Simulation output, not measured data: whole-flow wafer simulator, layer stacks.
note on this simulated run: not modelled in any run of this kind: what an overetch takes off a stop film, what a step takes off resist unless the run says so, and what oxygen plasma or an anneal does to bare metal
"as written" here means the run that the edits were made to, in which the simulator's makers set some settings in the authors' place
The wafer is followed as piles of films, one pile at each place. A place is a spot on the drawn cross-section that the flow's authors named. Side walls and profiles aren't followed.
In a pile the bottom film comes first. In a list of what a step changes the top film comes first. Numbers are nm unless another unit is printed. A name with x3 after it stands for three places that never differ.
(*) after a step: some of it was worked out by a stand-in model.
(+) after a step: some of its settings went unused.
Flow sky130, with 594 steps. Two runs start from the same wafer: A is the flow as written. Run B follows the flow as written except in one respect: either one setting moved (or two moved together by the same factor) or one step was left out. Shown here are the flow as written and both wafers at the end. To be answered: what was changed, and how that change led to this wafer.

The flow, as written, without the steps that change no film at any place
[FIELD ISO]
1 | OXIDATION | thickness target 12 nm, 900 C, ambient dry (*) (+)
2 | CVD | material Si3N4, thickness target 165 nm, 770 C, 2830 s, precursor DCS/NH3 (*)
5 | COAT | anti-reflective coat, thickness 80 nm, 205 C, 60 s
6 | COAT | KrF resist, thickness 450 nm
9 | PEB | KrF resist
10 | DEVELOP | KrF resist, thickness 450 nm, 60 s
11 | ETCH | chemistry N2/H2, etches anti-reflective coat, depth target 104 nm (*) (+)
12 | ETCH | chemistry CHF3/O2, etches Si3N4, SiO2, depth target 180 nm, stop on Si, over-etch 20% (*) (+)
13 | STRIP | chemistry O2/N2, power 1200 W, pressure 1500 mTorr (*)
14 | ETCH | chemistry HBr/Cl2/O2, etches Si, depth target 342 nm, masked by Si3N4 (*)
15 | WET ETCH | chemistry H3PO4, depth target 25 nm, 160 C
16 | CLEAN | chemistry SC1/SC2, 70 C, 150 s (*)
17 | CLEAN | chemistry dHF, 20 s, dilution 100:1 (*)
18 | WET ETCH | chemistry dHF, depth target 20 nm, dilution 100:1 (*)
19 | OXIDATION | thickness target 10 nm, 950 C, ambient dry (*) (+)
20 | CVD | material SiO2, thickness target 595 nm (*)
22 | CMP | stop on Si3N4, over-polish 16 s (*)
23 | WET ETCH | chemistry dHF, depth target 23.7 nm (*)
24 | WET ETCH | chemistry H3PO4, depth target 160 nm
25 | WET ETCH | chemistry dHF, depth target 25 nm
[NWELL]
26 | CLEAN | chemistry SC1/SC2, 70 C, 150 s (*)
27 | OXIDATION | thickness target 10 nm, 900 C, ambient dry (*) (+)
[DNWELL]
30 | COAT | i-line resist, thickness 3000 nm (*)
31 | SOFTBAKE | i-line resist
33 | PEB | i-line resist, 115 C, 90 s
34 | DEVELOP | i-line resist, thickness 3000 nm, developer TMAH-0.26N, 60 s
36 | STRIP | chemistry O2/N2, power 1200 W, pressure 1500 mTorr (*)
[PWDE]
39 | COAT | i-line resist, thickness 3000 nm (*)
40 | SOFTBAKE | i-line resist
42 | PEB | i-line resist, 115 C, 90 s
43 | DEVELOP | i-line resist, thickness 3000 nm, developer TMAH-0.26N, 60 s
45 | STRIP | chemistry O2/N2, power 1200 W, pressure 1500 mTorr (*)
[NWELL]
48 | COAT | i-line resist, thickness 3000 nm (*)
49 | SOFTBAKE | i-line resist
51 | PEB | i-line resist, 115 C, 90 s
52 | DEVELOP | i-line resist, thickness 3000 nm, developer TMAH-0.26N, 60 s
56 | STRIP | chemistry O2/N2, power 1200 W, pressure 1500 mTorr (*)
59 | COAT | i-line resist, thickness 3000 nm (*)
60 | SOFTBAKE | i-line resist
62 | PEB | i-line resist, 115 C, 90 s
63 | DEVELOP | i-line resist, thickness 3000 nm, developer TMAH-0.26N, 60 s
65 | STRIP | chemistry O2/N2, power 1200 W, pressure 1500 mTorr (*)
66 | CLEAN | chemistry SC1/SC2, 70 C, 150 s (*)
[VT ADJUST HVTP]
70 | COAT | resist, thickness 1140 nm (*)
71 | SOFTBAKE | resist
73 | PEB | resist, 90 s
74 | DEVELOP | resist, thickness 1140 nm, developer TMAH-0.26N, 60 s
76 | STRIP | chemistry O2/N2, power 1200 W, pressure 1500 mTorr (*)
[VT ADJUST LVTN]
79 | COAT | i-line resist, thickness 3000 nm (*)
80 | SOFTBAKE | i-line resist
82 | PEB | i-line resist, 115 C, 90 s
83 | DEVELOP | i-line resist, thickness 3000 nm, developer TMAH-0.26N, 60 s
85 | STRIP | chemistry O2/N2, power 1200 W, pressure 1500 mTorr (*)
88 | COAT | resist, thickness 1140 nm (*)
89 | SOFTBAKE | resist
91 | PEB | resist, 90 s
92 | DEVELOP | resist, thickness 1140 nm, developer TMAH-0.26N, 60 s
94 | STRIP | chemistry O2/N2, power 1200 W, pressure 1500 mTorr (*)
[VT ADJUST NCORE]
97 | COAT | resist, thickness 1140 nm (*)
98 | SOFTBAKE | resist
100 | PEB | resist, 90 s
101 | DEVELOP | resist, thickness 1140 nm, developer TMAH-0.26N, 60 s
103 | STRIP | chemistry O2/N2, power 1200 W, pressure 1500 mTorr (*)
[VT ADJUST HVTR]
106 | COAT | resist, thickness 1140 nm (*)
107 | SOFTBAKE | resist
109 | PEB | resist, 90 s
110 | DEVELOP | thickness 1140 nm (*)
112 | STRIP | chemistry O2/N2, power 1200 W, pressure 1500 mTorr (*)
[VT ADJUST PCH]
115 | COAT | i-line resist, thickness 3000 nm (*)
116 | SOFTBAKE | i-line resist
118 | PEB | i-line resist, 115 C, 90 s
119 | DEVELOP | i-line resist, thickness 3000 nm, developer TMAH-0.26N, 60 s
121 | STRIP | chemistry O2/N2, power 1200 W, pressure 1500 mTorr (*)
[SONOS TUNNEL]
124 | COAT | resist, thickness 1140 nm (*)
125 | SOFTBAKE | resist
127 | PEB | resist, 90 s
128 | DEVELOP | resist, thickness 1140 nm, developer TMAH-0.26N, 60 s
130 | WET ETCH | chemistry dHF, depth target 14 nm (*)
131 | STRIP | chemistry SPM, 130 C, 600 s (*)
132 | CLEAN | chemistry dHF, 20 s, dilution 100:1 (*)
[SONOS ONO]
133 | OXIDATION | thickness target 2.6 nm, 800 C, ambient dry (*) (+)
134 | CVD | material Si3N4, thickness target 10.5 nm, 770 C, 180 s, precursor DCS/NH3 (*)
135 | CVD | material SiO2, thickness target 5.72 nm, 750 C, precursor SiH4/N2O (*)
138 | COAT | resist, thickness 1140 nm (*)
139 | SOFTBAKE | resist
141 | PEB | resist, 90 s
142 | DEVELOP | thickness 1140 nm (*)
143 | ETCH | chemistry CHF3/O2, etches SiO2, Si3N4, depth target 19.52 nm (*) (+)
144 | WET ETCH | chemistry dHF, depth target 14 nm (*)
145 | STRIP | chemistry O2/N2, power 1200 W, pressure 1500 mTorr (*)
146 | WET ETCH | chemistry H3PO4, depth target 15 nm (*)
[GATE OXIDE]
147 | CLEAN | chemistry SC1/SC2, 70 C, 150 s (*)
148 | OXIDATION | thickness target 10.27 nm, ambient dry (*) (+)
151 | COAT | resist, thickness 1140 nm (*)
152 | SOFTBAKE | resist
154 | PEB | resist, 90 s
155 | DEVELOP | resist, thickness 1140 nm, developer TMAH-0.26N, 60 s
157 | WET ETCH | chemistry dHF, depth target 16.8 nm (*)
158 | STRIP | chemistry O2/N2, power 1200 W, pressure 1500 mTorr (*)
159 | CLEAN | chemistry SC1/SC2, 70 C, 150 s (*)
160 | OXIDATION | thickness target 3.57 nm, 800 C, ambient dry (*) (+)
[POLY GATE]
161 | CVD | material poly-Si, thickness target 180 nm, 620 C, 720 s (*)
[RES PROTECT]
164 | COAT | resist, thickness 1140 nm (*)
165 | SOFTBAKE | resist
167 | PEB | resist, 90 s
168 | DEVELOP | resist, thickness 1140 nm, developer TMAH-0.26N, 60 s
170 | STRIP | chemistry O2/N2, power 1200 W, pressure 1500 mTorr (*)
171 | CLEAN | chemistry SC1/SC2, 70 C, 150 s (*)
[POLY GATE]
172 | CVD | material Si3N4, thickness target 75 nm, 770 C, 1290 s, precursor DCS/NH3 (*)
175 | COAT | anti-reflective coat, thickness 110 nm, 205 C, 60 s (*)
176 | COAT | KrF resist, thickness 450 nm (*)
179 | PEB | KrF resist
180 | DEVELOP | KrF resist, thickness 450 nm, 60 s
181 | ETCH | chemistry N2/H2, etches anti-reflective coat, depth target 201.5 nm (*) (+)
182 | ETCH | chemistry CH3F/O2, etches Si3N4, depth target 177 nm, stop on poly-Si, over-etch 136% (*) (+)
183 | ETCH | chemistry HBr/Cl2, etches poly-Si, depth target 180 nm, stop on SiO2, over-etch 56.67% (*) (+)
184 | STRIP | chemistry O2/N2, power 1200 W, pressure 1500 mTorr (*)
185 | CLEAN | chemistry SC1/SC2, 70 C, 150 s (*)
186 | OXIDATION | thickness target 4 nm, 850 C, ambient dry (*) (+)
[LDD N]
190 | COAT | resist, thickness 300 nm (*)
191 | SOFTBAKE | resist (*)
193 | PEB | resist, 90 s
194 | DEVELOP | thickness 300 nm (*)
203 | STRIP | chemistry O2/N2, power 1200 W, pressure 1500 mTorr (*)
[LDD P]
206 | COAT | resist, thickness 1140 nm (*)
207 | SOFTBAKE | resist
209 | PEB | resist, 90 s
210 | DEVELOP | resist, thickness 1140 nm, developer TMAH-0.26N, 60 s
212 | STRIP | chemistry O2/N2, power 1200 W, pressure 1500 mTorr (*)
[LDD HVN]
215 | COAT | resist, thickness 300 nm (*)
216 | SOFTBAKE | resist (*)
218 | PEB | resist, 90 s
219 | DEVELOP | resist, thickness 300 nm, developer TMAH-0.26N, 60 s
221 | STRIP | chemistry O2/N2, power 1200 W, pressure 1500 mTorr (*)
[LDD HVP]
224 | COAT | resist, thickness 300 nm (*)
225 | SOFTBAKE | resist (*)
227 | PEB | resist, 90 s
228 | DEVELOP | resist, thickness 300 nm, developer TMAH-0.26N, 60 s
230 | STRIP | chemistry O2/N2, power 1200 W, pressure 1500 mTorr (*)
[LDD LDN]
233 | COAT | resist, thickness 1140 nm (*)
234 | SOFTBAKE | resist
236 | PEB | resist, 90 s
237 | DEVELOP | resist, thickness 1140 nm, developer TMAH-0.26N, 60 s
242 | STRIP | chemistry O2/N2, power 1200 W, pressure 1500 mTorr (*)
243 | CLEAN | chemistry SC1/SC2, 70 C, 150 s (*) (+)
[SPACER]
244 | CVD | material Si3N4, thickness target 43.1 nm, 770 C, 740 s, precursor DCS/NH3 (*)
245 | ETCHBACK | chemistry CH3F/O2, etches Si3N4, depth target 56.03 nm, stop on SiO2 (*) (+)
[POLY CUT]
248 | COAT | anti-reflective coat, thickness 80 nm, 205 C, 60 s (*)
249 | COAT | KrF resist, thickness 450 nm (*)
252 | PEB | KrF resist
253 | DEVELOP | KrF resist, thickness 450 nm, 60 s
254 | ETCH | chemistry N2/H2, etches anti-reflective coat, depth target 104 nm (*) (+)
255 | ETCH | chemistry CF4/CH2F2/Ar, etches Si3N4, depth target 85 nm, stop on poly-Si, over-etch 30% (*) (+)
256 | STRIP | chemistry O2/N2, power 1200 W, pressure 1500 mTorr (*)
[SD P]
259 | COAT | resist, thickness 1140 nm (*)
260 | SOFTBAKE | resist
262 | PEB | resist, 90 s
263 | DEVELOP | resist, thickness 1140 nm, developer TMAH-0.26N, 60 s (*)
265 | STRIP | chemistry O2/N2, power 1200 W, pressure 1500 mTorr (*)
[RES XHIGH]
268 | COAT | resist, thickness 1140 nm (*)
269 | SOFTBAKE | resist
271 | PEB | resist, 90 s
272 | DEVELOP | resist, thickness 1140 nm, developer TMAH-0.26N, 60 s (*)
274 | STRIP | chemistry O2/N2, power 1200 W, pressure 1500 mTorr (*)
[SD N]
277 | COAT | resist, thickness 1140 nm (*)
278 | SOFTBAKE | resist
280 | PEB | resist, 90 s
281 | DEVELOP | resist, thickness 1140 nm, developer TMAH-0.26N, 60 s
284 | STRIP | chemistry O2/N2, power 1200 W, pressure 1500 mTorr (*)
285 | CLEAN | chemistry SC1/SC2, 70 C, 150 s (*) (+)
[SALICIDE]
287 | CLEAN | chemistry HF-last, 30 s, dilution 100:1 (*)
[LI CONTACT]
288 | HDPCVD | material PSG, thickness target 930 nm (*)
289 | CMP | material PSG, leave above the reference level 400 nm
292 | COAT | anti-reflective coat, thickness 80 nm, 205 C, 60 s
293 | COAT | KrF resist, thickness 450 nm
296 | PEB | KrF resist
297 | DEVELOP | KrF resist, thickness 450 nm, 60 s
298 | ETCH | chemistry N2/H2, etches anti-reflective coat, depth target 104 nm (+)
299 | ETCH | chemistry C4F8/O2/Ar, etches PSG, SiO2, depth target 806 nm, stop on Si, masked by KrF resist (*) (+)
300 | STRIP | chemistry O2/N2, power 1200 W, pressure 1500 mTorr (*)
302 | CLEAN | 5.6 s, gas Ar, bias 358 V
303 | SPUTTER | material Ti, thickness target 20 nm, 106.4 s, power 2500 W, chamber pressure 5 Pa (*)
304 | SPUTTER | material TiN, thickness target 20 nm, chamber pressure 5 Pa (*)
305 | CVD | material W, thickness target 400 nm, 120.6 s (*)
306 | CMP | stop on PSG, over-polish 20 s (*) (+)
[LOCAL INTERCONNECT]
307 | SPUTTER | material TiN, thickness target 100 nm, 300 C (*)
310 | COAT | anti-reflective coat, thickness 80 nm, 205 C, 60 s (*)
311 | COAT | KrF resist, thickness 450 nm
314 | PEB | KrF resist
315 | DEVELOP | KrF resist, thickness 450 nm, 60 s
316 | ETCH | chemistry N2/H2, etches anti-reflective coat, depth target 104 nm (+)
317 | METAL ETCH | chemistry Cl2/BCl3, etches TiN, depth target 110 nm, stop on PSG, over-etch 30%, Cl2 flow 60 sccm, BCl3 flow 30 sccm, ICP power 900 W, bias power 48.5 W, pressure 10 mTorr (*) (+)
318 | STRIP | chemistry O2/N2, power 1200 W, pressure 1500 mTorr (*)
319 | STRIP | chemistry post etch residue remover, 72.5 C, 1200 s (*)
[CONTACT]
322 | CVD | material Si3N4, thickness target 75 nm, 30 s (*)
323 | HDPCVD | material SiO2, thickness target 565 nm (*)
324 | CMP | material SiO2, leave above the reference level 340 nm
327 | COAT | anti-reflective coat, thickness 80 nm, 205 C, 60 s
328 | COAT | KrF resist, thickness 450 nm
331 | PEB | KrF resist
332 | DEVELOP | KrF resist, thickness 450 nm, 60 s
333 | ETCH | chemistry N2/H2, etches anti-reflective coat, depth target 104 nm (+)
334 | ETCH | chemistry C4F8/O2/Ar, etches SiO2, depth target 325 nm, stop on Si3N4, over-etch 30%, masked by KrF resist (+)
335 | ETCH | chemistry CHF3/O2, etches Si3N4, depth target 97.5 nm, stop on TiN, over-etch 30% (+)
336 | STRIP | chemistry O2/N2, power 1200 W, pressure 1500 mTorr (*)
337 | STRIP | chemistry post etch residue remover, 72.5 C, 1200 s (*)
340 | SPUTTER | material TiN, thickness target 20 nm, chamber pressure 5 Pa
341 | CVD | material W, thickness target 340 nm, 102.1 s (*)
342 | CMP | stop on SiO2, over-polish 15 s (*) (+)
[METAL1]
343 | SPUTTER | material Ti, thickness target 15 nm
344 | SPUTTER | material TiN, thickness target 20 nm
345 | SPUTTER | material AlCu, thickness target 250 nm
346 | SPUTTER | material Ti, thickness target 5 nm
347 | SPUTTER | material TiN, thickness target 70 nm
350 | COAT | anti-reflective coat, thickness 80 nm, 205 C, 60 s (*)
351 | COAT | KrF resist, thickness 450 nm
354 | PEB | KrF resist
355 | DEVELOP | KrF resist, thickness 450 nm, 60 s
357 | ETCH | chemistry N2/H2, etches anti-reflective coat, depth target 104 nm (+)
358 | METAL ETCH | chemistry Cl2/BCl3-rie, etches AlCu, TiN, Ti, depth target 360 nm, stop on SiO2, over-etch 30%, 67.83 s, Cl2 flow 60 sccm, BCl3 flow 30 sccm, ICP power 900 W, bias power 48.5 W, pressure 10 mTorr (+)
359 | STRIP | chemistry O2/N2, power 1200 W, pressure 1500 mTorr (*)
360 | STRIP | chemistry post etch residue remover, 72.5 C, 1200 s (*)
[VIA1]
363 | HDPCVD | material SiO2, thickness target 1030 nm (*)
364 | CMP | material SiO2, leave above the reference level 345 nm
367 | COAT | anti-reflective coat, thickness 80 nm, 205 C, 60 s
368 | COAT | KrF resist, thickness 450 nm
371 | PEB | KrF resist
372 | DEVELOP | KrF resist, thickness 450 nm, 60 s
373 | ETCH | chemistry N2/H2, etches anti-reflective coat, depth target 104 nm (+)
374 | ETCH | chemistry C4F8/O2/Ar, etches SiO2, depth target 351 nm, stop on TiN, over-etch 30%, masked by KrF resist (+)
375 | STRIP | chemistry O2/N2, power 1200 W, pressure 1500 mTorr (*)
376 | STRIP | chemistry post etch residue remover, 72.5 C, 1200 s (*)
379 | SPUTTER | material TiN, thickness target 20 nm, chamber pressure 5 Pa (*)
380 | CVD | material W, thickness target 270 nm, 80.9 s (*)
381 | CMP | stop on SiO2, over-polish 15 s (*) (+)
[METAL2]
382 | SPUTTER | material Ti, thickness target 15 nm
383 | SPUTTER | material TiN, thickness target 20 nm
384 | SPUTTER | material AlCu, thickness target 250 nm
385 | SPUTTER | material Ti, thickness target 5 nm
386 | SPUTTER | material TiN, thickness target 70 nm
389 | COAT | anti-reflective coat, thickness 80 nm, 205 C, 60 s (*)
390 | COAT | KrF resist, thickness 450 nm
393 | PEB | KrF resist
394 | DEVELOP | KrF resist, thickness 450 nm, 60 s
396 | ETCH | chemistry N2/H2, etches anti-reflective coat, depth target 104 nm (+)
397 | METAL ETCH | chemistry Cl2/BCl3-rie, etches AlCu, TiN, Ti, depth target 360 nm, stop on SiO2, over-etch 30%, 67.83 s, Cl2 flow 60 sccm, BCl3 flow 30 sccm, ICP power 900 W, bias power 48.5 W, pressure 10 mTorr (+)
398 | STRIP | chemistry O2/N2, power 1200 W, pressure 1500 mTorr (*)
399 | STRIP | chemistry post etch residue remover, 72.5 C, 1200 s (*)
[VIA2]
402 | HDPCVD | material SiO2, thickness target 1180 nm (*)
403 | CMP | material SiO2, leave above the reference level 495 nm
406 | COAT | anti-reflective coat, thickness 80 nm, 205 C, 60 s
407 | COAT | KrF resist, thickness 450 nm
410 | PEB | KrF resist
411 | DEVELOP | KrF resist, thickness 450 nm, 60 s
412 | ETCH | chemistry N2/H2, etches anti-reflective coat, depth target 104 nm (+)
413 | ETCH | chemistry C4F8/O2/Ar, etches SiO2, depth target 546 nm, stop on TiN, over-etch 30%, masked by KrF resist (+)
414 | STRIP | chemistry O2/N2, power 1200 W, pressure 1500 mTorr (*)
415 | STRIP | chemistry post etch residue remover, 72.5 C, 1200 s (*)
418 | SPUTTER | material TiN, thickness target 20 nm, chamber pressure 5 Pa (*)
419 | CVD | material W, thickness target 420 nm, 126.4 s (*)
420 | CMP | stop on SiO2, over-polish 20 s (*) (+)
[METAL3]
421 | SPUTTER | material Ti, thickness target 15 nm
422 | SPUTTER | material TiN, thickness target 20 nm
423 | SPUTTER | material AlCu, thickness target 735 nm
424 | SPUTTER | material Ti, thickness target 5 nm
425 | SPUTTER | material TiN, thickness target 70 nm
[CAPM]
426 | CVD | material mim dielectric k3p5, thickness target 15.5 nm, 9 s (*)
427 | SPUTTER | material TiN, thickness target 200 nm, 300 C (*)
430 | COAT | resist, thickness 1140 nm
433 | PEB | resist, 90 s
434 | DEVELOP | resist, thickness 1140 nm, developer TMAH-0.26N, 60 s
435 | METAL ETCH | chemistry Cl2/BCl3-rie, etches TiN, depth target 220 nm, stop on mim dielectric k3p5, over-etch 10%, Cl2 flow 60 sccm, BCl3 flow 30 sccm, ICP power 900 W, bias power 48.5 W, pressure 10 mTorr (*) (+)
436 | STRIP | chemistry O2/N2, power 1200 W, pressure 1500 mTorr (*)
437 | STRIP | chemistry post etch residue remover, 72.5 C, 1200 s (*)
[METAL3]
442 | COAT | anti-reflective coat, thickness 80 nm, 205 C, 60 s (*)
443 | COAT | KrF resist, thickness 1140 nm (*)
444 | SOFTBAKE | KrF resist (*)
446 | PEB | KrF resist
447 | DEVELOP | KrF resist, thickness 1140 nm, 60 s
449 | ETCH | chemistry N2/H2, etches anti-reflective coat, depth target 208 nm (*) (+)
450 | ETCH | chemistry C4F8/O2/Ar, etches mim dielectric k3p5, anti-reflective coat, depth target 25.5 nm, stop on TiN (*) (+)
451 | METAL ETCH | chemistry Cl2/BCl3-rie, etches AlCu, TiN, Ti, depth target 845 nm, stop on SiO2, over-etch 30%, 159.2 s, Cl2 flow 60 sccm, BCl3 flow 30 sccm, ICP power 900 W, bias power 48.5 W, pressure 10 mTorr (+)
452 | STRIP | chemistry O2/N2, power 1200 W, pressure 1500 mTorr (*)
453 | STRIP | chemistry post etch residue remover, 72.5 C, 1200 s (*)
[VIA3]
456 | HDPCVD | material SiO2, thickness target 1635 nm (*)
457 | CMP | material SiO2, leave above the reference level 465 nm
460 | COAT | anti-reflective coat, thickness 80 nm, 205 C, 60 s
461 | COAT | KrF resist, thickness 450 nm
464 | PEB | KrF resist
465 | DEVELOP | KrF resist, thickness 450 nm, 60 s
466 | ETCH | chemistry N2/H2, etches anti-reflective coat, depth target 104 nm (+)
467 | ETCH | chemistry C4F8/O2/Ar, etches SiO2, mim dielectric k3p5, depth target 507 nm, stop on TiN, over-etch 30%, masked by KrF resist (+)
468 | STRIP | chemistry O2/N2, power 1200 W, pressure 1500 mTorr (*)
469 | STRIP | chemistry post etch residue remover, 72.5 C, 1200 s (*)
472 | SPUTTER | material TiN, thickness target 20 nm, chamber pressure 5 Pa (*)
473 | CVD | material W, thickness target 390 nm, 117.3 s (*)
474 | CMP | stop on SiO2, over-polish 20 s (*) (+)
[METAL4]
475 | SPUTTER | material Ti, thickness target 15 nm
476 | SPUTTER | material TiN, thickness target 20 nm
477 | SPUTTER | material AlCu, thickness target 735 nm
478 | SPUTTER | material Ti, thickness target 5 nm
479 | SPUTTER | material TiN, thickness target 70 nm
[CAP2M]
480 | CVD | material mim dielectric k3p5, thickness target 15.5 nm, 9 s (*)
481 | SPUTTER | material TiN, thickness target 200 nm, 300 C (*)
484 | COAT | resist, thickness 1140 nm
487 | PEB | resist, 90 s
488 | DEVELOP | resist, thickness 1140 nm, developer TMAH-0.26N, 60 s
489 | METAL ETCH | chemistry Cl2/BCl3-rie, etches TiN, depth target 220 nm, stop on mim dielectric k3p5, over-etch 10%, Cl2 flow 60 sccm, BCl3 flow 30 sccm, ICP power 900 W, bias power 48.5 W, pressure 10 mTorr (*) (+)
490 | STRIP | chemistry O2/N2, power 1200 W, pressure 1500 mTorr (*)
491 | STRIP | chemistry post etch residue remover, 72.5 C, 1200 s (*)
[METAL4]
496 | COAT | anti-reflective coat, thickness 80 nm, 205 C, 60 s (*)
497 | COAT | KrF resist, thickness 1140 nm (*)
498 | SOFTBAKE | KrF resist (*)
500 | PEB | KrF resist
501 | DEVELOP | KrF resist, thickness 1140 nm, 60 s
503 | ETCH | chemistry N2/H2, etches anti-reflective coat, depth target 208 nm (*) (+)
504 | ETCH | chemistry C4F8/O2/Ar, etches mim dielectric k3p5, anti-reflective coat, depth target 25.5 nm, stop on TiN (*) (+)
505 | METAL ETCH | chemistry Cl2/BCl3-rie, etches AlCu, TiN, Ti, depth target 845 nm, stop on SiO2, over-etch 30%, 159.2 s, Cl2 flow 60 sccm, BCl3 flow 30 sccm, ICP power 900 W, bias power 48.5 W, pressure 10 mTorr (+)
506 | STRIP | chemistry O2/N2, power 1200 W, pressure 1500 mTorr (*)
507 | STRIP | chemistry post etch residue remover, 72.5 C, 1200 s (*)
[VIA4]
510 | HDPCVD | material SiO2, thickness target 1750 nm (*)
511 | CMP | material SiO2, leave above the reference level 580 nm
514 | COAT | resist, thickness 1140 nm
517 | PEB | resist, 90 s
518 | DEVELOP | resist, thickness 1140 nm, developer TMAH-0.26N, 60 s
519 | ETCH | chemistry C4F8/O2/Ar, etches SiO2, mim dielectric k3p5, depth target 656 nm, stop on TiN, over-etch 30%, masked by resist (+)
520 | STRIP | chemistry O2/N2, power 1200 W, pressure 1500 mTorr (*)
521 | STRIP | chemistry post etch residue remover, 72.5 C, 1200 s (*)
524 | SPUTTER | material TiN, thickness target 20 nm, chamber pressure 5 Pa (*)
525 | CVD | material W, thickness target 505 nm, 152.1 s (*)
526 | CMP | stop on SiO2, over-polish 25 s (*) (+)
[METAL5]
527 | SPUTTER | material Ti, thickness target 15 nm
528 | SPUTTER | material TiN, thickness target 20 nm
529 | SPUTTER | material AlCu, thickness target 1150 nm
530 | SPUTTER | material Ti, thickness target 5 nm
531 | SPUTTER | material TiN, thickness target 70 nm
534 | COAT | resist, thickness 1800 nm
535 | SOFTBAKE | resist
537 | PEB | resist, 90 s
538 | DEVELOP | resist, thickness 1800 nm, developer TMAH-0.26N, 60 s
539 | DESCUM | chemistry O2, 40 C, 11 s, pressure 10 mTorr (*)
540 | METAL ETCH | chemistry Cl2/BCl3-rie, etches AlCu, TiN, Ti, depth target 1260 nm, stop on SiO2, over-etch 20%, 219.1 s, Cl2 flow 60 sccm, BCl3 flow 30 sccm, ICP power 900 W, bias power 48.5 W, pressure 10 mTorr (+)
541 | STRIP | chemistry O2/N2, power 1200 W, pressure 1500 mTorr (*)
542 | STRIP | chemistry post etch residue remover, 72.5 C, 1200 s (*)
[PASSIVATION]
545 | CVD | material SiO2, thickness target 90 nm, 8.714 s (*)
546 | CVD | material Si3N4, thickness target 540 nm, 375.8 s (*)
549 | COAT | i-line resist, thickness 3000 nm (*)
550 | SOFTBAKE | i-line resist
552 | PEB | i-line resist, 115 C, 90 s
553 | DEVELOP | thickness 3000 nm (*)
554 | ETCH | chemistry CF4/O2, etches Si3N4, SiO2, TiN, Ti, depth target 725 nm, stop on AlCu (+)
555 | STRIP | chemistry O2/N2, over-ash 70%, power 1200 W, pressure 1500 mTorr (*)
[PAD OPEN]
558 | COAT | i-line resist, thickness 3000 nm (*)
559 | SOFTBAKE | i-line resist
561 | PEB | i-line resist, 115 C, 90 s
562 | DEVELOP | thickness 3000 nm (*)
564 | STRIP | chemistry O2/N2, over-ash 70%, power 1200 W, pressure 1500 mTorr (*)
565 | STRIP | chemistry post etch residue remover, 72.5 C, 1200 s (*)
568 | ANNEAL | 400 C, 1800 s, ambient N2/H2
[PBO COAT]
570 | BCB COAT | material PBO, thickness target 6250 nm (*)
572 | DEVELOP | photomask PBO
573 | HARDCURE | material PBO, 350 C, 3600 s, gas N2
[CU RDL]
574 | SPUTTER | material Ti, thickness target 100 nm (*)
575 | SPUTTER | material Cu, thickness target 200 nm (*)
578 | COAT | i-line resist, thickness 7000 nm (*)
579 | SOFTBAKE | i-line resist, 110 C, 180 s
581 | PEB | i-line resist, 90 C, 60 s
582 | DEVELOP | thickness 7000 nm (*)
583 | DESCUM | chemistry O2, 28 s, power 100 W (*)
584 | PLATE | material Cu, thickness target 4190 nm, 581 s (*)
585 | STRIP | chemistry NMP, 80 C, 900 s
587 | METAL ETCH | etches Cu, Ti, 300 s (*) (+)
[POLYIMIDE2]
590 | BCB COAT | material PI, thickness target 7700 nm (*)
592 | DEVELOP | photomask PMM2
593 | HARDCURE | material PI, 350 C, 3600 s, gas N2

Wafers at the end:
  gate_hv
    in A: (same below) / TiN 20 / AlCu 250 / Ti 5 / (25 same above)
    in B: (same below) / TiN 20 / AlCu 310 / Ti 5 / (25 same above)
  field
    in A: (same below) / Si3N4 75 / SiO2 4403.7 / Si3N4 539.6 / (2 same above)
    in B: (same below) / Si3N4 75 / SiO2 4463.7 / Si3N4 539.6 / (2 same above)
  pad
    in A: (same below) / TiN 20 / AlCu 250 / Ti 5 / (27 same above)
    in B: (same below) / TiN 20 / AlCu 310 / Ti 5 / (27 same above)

What caused this: step 345, SPUTTER: thickness target 310 nm was run, while the flow as written has thickness target 250 nm.
The wafer lets one read it off: gate_hv has AlCu 310, and step 345 as written asks for 250 nm.

How this came from the change, step by step:
  345 | SPUTTER | material AlCu, thickness target 250 nm
      field, active, n_well and 188 more: A +250 AlCu (new film) | B +310 AlCu (new film)
  358 | METAL ETCH | chemistry Cl2/BCl3-rie, etches AlCu, TiN, Ti, depth target 360 nm, stop on SiO2, over-etch 30%, 67.83 s, Cl2 flow 60 sccm, BCl3 flow 30 sccm, ICP power 900 W, bias power 48.5 W, pressure 10 mTorr (+)
      field, active, gate and 81 more: A -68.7 TiN (all of it), -5 Ti (all of it), -250 AlCu (all of it), -20 TiN (all of it), -15 Ti (all of it), -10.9 SiO2 | B -68.7 TiN (all of it), -5 Ti (all of it), -310 AlCu (all of it), -20 TiN (all of it), -15 Ti (all of it), -4.93 SiO2
  364 | CMP | material SiO2, leave above the reference level 345 nm
      field, active, gate and 81 more: A -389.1 SiO2 | B -335.1 SiO2
